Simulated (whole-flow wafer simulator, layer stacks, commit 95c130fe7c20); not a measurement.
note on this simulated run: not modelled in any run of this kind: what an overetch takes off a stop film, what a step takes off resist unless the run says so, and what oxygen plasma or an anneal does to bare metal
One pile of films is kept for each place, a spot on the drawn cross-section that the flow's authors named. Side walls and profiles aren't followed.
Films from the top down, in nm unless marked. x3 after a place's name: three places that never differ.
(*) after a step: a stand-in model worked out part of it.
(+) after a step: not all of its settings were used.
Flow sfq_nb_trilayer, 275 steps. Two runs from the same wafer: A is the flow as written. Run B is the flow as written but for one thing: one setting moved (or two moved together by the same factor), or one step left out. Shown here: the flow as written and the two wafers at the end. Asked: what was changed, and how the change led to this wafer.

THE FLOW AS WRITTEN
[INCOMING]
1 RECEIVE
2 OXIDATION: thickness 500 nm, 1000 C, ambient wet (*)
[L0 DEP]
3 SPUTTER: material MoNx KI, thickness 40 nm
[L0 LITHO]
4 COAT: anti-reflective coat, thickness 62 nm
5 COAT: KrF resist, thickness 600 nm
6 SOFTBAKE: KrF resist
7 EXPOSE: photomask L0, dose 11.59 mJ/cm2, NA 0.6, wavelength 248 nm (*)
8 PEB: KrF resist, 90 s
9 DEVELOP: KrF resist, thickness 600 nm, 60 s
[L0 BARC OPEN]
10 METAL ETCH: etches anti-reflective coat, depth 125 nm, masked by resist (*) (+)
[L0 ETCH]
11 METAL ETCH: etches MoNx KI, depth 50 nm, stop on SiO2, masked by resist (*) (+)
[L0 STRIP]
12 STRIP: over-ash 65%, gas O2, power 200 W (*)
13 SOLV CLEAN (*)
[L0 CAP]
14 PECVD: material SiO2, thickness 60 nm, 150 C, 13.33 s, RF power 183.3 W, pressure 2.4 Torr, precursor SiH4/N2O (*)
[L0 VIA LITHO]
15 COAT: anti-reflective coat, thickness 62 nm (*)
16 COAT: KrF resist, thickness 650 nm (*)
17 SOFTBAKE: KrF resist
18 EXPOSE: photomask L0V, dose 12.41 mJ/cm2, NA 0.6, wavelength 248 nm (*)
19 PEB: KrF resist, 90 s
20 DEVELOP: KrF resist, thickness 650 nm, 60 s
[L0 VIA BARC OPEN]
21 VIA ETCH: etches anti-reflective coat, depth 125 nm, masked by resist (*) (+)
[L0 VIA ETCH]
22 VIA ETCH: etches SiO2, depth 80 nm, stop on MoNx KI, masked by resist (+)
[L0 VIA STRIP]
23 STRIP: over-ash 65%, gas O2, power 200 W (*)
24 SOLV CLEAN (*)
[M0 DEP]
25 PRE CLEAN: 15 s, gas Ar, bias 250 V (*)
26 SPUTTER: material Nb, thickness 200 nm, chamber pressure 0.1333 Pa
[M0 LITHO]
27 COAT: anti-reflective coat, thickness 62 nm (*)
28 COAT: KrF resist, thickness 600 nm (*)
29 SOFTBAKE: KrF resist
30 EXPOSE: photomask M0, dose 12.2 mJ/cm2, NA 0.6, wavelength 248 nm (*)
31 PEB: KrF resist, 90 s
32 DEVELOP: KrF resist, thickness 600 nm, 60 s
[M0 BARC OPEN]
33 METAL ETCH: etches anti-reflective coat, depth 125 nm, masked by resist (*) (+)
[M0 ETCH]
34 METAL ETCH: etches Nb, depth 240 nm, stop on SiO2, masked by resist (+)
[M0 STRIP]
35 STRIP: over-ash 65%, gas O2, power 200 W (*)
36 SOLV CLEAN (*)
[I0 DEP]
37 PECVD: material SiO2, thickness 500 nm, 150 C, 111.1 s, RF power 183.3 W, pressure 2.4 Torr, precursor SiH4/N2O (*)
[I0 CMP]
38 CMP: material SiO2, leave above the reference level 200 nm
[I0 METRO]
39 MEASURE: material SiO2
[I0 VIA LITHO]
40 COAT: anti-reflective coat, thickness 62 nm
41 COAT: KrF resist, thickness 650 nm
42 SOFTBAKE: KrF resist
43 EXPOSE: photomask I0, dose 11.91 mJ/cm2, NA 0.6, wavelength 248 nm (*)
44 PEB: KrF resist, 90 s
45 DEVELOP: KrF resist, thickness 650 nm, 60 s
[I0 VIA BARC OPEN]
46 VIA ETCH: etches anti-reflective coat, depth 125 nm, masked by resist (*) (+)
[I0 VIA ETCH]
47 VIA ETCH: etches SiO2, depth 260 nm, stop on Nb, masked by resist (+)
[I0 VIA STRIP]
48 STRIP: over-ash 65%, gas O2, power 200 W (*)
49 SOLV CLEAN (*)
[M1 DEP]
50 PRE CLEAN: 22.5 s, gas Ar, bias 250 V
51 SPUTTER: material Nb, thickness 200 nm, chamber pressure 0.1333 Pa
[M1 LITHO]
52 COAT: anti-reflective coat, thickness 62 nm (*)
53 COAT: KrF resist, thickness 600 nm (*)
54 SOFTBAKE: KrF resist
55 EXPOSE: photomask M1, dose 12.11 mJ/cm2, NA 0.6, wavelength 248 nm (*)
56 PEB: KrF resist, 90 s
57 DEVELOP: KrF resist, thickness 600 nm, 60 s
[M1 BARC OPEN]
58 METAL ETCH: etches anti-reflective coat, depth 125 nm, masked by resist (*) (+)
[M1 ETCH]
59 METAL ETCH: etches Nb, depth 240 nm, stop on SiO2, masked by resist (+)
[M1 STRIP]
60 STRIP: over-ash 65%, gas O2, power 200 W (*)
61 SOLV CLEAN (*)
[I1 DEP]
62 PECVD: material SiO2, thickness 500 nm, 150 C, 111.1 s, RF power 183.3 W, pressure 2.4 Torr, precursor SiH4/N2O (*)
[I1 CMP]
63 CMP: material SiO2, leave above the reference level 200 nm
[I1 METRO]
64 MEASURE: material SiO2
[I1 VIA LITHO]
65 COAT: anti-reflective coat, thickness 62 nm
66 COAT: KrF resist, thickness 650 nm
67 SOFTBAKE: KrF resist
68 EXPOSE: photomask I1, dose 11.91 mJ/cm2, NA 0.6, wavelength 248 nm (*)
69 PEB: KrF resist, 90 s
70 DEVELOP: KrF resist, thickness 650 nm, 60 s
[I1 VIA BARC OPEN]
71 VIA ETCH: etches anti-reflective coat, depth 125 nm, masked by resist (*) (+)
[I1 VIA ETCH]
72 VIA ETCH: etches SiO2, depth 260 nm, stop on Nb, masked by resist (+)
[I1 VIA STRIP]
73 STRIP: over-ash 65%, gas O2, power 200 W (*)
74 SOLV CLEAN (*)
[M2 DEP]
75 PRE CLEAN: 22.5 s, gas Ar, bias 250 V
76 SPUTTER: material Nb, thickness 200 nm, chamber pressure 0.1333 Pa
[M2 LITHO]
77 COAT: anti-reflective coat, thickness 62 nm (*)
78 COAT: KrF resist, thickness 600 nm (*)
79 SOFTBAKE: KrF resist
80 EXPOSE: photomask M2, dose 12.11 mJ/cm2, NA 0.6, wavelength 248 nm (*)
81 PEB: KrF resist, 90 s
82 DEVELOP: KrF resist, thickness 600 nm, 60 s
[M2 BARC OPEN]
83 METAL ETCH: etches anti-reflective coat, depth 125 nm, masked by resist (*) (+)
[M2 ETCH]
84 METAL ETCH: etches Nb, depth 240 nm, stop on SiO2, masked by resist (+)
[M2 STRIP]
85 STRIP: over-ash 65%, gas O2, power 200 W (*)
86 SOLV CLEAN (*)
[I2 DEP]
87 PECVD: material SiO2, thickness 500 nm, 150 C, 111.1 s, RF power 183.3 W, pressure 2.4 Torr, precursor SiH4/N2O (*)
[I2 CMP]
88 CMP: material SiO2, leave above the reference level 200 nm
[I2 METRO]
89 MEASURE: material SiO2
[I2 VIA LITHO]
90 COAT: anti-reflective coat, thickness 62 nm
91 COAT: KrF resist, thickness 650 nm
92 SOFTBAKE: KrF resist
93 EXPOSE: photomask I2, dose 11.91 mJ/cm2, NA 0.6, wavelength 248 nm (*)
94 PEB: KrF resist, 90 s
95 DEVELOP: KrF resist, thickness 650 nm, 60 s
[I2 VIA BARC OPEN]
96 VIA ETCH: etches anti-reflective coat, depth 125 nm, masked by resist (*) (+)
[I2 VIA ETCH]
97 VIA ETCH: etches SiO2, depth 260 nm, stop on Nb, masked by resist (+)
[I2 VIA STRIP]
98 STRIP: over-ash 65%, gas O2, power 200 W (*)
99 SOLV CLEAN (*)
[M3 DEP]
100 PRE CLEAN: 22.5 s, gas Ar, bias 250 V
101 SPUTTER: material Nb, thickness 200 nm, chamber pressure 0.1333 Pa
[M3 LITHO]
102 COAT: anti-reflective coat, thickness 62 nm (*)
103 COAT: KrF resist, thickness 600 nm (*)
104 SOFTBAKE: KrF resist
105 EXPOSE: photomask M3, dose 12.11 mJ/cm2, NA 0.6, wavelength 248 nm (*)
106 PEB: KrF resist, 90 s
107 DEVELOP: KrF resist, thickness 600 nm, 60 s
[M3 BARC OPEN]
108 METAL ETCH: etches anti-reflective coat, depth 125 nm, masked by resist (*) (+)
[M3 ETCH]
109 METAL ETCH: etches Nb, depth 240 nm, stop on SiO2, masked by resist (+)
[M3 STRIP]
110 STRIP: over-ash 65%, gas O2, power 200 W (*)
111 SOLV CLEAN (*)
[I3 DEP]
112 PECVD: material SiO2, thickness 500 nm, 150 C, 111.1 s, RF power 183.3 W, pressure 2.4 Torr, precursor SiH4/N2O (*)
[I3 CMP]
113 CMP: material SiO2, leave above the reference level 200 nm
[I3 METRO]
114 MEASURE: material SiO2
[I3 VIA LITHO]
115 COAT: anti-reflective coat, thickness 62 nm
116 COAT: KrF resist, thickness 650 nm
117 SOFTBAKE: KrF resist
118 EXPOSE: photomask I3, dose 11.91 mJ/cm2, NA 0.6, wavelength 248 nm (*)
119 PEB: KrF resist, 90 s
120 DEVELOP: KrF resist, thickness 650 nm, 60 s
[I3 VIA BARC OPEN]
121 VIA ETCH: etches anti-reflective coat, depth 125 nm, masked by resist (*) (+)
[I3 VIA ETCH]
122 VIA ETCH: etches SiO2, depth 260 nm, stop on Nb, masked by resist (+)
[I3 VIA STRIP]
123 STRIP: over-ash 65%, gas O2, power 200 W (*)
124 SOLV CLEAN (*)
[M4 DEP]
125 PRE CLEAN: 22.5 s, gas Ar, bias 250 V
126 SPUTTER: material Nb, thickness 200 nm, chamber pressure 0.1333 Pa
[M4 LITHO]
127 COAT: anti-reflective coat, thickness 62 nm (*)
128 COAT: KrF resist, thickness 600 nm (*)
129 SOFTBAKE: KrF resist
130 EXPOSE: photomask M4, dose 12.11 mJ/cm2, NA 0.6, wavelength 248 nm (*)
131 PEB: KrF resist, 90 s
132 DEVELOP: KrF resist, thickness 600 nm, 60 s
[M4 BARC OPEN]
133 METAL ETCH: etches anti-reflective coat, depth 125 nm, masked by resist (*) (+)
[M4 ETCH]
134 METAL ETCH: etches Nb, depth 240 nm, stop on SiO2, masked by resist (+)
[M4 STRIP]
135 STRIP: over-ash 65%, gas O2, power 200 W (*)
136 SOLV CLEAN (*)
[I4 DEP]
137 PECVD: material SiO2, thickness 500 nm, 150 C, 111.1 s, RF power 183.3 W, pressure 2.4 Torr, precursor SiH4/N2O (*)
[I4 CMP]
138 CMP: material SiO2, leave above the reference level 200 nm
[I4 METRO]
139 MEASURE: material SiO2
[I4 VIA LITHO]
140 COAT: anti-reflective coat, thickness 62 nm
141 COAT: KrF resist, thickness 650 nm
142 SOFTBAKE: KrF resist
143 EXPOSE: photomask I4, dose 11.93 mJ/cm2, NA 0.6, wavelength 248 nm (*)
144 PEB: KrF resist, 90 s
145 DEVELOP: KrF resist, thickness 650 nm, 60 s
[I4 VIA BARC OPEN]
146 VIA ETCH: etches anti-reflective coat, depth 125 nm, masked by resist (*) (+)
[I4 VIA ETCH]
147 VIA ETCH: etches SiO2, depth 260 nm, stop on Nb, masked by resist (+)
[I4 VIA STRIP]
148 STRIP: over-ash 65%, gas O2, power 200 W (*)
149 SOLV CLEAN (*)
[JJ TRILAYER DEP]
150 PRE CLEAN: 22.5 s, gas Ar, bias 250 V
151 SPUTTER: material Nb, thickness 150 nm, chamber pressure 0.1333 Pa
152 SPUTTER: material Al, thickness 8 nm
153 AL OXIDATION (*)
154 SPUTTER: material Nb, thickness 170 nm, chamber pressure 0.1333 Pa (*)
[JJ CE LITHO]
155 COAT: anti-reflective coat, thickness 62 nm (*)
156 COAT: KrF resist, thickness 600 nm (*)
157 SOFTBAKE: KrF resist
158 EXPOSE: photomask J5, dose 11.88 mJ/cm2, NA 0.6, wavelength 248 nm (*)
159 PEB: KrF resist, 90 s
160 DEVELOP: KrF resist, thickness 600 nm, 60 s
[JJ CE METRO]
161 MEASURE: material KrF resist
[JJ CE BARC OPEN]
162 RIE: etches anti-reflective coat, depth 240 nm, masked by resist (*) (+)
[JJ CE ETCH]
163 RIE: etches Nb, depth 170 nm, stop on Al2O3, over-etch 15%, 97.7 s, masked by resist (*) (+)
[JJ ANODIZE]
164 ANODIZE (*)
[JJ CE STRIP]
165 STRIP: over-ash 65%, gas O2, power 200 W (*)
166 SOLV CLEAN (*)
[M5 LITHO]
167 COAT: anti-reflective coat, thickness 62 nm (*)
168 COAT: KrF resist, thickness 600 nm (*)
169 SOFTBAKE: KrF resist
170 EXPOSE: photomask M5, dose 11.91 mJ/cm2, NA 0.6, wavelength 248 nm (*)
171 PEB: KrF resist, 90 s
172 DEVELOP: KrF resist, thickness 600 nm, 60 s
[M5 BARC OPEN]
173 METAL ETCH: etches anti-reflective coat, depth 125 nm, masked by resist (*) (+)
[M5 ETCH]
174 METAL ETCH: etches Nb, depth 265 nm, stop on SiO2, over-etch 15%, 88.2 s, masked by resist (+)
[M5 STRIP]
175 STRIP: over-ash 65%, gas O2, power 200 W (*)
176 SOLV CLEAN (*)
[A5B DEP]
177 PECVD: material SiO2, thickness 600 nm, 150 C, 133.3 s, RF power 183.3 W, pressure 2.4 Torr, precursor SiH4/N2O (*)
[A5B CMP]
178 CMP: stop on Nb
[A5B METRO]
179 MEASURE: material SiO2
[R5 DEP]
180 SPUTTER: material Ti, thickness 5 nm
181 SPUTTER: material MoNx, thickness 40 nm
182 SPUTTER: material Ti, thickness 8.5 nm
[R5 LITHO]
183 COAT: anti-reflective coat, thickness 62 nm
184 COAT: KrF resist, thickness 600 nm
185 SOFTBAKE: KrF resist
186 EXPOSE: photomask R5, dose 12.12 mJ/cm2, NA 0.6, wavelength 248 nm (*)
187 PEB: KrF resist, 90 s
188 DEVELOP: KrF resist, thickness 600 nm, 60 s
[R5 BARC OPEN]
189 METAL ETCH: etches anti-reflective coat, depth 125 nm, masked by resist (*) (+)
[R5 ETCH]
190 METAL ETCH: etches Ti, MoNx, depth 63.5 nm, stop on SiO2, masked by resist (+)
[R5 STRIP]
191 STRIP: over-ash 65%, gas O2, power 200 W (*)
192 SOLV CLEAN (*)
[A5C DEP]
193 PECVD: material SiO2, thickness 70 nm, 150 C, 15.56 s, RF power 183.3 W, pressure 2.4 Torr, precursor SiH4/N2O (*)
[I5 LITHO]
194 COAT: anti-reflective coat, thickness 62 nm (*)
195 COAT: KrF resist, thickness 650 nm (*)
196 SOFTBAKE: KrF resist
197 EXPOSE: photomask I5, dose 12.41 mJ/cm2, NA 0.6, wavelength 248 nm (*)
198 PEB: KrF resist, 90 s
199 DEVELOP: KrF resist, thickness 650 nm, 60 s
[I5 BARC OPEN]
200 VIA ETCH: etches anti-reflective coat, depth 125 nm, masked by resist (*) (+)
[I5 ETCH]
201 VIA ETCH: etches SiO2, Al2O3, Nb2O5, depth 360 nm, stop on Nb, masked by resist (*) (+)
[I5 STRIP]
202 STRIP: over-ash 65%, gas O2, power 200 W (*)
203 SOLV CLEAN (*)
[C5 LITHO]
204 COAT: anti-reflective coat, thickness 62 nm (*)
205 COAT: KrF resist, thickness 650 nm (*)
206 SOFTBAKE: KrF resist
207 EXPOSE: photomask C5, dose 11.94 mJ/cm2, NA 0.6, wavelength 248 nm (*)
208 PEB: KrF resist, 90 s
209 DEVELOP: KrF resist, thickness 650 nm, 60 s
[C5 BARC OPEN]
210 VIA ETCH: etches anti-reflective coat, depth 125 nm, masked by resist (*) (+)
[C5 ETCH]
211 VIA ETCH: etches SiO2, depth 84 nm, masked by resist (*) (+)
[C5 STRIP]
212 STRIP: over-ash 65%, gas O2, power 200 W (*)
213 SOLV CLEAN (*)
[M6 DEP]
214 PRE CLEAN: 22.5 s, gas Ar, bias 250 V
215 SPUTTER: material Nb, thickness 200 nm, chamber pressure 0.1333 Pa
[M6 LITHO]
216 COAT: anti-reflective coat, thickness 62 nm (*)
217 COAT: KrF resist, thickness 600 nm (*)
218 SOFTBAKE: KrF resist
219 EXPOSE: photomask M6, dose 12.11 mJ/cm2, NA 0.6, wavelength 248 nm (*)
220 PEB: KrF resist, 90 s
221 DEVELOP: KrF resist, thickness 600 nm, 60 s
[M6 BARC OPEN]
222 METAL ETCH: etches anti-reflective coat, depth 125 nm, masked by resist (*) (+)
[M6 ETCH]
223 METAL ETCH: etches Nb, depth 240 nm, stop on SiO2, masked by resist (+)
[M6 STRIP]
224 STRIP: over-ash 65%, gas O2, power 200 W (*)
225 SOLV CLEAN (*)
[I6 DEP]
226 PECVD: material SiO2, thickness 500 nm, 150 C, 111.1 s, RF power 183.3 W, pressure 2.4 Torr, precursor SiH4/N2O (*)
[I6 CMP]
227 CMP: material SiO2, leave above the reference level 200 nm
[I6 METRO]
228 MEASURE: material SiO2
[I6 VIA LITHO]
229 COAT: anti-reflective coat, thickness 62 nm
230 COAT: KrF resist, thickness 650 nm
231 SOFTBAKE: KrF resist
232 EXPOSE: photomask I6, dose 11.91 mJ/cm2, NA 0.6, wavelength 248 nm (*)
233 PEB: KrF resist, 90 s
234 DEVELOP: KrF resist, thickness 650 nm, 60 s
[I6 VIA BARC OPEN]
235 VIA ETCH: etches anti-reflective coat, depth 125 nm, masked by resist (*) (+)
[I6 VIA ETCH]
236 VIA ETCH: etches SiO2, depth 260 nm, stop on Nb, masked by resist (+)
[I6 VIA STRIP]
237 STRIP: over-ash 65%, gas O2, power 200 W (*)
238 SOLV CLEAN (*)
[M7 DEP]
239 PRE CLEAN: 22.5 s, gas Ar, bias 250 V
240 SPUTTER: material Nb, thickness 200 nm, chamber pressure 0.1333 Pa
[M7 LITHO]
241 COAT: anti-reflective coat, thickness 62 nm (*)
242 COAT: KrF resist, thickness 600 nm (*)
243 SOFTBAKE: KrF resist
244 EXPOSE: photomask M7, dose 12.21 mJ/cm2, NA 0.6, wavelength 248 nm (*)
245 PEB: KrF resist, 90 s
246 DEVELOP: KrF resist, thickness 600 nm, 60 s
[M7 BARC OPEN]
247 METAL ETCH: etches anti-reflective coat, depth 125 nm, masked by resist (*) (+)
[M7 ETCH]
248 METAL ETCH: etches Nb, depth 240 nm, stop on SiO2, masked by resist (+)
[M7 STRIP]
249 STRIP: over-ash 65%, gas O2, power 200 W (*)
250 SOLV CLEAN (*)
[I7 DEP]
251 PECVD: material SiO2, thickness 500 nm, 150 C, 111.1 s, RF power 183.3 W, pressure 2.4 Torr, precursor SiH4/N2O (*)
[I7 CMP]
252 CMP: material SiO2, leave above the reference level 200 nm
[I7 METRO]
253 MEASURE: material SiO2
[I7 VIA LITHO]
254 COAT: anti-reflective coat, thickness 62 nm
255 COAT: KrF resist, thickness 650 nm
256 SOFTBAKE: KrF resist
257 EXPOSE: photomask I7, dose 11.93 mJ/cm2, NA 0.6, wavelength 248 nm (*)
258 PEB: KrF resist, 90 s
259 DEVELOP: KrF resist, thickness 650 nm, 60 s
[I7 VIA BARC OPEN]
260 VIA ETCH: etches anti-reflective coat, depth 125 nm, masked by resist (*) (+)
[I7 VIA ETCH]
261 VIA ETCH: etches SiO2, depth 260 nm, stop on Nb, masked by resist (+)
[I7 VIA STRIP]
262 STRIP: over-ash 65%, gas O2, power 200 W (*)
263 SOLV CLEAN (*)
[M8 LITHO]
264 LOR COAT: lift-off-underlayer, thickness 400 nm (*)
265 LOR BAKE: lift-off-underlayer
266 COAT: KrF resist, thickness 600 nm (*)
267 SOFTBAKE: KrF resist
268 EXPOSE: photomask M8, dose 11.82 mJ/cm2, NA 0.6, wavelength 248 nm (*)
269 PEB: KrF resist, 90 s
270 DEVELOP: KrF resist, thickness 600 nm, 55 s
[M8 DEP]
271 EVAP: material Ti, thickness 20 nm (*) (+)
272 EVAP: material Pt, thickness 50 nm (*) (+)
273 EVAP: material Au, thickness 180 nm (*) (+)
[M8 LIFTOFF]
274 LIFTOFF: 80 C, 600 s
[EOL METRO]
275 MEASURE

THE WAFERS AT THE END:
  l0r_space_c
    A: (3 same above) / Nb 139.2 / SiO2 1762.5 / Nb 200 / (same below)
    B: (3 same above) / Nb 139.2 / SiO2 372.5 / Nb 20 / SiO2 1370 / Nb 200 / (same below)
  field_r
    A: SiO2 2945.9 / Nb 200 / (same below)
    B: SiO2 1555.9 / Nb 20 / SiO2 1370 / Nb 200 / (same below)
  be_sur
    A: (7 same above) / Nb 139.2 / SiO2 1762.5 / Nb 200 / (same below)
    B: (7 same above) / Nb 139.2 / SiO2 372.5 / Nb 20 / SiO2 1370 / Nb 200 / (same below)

The cause: step 134, METAL ETCH: depth 180 nm was run, where the flow has depth 240 nm.

How the change led to this, step by step:
  134 METAL ETCH: etches Nb, depth 240 nm, stop on SiO2, masked by resist (+)
      field_l, be, be_sur and 64 more: A Nb -200 (all of it) | B Nb -180
      v_sur, via_wl, via_w and 36 more: A KrF resist -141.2 | B KrF resist -105.9
  135 STRIP: over-ash 65%, gas O2, power 200 W (*)
      p4_fl, p4_fm, p4_w1 and 26 more: A KrF resist -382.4 (all of it), anti-reflective coat -62 (all of it) | B KrF resist -417.7 (all of it), anti-reflective coat -62 (all of it)
      ln_m5, lsp_m, ln_m6: A KrF resist -381.9 (all of it), anti-reflective coat -61.8 (all of it) | B KrF resist -417.2 (all of it), anti-reflective coat -61.8 (all of it)
      (and at 7 more places)
  137 PECVD: material SiO2, thickness 500 nm, 150 C, 111.1 s, RF power 183.3 W, pressure 2.4 Torr, precursor SiH4/N2O (*)
      field_l, be, be_sur and 55 more: A SiO2 +500 | B SiO2 +500 (new film)
      p3_s0, p3_s1, p3_s2, p3_s3, p3_s4, p3_s5: A SiO2 +557.1 | B SiO2 +537.1 (new film)
      (and at 3 more places)
  138 CMP: material SiO2, leave above the reference level 200 nm
      field_l, be, be_sur and 55 more: A SiO2 -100 | B SiO2 -120
      lsp_r, l0_sur, l0v: A SiO2 -91.9 | B SiO2 -112.7
Counting metal films that touch as one body, l0r_space_c has 3 bodies (between them, from the top down: SiO2 372.5; SiO2 1370); the flow as written gives 2 bodies (between them, from the top down: SiO2 1762.5).
Counting metal films that touch as one body, field_r has 2 bodies (between them, from the top down: SiO2 1370); the flow as written gives 1 body.
Counting metal films that touch as one body, be_sur has 5 bodies (between them, from the top down: SiO2 192.5; SiO2 209 / Al2O3 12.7 / Nb2O5 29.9; SiO2 372.5; SiO2 1370); the flow as written gives 4 bodies (between them, from the top down: SiO2 192.5; SiO2 209 / Al2O3 12.7 / Nb2O5 29.9; SiO2 1762.5).
